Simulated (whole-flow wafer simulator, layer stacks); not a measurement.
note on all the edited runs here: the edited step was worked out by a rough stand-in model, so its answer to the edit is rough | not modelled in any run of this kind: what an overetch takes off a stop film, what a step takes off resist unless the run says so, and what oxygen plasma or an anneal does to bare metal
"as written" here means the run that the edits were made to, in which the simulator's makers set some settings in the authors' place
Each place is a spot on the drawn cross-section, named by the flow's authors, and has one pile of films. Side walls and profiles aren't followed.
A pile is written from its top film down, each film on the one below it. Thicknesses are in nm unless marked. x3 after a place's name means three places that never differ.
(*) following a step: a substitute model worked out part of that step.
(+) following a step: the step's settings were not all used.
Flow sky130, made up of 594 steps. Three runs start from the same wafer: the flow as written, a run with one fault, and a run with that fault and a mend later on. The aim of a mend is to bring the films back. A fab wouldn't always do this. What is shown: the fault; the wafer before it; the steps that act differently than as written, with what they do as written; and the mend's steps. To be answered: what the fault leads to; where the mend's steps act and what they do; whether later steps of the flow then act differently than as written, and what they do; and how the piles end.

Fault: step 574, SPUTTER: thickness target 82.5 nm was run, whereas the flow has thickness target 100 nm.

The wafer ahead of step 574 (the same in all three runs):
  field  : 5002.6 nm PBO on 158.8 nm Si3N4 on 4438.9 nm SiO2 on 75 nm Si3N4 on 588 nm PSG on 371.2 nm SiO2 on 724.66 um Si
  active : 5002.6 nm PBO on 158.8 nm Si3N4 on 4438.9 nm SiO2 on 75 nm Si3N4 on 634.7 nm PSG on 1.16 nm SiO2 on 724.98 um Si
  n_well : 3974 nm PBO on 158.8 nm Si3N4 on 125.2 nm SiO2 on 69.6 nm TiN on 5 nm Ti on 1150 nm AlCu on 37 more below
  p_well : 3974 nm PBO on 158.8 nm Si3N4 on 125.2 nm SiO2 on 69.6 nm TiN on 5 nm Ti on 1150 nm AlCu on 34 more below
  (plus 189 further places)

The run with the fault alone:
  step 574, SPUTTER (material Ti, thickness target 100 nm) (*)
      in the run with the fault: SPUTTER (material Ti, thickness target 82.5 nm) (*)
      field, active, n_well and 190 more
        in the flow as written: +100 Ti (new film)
        in the run with the fault: +82.5 Ti (new film)
  Steps further on in the flow that do not act as written (not shown: 7 more steps that differ only slightly, by at most 2% or 0.5 nm, whichever is larger):
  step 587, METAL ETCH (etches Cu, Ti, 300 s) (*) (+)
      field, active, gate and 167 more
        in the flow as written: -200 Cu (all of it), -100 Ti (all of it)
        in the run with the fault: -200 Cu (all of it), -82.5 Ti (all of it)
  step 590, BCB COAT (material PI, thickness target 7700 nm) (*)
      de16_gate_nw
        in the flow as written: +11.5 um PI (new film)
        in the run with the fault: +11.49 um PI (new film)
  At n_well, p_well, sd_n and 20 more, the piles at the end differ from the flow's by more than 2% or 0.5 nm, whichever is larger.
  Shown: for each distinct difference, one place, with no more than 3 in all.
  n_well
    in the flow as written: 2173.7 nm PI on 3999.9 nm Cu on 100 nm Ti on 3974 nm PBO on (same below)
    in the run with the fault: 2185 nm PI on 3999.9 nm Cu on 82.5 nm Ti on 3974 nm PBO on (same below)
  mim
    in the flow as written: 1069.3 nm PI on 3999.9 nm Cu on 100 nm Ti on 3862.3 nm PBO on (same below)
    in the run with the fault: 1085.7 nm PI on 3999.9 nm Cu on 82.5 nm Ti on 3862.3 nm PBO on (same below)
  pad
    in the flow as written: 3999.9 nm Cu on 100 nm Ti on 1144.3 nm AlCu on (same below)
    in the run with the fault: 3999.9 nm Cu on 82.5 nm Ti on 1144.3 nm AlCu on (same below)

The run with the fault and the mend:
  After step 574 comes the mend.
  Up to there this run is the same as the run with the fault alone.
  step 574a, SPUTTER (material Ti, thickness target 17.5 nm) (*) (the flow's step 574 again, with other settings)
      field, active, n_well and 190 more
        +17.5 Ti
  Every later step of the flow that is run acts as written at every place that is followed.
  By the end, the piles equal the flow's at every place that both follow.
